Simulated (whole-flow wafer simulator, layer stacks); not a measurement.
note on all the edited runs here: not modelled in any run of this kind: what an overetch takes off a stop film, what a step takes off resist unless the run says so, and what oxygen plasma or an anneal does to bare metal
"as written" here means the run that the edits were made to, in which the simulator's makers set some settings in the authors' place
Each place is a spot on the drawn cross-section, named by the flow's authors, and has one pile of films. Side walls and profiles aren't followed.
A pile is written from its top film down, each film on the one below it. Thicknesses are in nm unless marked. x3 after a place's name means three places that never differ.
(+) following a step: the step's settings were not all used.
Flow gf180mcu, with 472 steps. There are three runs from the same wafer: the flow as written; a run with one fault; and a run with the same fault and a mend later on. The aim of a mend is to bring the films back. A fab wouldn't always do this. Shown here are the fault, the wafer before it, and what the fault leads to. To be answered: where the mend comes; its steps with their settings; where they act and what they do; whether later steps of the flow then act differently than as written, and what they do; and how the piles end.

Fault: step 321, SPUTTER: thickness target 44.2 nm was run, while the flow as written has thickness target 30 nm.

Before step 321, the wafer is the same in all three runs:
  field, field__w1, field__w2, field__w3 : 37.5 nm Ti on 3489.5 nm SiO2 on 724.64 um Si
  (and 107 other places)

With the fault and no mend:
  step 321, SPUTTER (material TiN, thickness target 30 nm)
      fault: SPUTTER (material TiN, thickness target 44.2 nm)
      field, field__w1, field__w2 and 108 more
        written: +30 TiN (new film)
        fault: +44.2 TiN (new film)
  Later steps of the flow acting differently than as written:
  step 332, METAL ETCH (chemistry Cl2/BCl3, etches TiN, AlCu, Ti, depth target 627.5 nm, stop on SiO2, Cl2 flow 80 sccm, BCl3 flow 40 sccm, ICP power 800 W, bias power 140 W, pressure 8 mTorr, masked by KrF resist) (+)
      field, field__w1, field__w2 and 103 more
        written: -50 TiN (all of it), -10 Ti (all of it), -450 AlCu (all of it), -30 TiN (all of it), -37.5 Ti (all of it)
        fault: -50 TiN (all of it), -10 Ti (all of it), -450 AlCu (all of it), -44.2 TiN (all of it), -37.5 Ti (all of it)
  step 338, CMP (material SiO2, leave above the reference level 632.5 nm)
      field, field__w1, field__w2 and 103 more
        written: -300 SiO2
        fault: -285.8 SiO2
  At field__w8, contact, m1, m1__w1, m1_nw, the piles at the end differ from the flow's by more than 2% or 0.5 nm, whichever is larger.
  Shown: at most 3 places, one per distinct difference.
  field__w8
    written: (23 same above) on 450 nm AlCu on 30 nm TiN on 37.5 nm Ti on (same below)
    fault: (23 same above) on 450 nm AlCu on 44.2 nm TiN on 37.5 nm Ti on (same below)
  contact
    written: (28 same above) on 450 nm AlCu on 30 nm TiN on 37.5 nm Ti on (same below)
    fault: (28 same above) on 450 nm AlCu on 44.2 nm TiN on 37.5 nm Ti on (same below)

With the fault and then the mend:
  The mend stands after step 321.
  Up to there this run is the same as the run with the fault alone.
  step 321a, METAL ETCH (chemistry Cl2/BCl3, etches TiN, AlCu, Ti, depth target 14.2 nm, Cl2 flow 80 sccm, BCl3 flow 40 sccm, ICP power 800 W, bias power 140 W, pressure 8 mTorr) (the flow's step 260 again, with other settings)
      field, field__w1, field__w2 and 108 more
        -14.2 TiN
  Every later step of the flow that is run acts as written at every place that is followed.
  The piles end the same as the flow's at every place that both follow.
